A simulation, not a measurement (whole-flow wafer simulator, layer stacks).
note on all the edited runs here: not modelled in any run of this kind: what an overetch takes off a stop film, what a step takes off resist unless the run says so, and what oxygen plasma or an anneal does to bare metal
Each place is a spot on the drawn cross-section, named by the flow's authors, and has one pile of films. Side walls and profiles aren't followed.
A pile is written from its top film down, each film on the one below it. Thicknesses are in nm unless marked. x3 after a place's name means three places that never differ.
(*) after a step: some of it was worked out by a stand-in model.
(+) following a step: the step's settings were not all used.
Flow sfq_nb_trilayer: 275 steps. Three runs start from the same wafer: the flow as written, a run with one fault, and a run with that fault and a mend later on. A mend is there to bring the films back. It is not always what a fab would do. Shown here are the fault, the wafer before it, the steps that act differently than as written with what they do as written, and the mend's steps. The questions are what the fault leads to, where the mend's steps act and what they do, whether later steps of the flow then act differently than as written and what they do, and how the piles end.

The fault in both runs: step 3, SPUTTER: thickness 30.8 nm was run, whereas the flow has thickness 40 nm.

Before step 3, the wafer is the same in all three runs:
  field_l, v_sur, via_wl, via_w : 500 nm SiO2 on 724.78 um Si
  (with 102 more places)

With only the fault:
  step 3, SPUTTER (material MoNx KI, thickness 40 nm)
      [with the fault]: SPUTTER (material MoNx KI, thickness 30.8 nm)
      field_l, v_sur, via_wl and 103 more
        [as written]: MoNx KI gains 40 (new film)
        [with the fault]: MoNx KI gains 30.8 (new film)
  Steps later in the flow that act otherwise than as written (9 other steps are not shown; they differ only slightly, by no more than 2% or 0.5 nm, whichever is larger):
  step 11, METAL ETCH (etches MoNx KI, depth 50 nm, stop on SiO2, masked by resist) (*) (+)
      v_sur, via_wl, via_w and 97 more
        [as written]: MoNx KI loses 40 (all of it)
        [with the fault]: MoNx KI loses 30.8 (all of it)
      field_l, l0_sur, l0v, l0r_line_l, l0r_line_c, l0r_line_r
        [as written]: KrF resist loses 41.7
        [with the fault]: KrF resist loses 38.5
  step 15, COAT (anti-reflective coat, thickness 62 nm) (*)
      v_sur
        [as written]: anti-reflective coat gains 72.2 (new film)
        [with the fault]: anti-reflective coat gains 69.9 (new film)
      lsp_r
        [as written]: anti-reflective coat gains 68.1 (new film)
        [with the fault]: anti-reflective coat gains 66.7 (new film)
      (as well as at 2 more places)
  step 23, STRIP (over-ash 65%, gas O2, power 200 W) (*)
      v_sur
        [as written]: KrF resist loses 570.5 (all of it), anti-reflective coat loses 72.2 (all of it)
        [with the fault]: KrF resist loses 567.8 (all of it), anti-reflective coat loses 69.9 (all of it)
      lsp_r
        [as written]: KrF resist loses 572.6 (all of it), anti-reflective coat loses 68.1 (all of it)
        [with the fault]: KrF resist loses 569.6 (all of it), anti-reflective coat loses 66.7 (all of it)
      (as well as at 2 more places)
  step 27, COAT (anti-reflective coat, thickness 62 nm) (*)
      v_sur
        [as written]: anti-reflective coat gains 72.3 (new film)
        [with the fault]: anti-reflective coat gains 70 (new film)
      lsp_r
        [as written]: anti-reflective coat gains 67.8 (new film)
        [with the fault]: anti-reflective coat gains 66.4 (new film)
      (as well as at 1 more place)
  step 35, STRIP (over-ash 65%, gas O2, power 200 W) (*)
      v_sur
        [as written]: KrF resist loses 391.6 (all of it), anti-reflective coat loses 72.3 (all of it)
        [with the fault]: KrF resist loses 389.3 (all of it), anti-reflective coat loses 70 (all of it)
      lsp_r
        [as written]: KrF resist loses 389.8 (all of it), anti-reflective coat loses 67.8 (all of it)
        [with the fault]: KrF resist loses 387 (all of it), anti-reflective coat loses 66.4 (all of it)
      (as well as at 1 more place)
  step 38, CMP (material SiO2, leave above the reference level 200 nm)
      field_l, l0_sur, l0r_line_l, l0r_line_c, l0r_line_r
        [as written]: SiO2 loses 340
        [with the fault]: SiO2 loses 330.8
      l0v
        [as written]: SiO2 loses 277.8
        [with the fault]: SiO2 loses 268.6
  By the end, the piles at field_l, l0_sur, l0v, l0r_line_l, l0r_line_c, l0r_line_r depart from the flow's by more than 2% or 0.5 nm, whichever is larger.
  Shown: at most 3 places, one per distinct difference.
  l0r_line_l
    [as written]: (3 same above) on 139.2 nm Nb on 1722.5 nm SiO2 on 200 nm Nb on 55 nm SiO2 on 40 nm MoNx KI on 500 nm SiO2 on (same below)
    [with the fault]: (3 same above) on 139.2 nm Nb on 1731.7 nm SiO2 on 200 nm Nb on 55 nm SiO2 on 30.8 nm MoNx KI on 500 nm SiO2 on (same below)
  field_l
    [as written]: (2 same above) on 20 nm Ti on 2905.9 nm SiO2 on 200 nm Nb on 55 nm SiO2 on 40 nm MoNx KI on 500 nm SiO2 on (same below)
    [with the fault]: (2 same above) on 20 nm Ti on 2915.1 nm SiO2 on 200 nm Nb on 55 nm SiO2 on 30.8 nm MoNx KI on 500 nm SiO2 on (same below)
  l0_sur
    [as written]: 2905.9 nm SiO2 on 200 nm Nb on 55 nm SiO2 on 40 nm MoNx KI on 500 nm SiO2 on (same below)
    [with the fault]: 2915.1 nm SiO2 on 200 nm Nb on 55 nm SiO2 on 30.8 nm MoNx KI on 500 nm SiO2 on (same below)

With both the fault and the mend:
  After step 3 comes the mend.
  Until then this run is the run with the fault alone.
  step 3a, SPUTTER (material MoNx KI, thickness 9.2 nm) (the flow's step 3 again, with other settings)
      field_l, v_sur, via_wl and 103 more
        MoNx KI gains 9.2
  Every later step of the flow that is run acts as written at every place that is followed.
  The piles end the same as the flow's at every place that both follow.
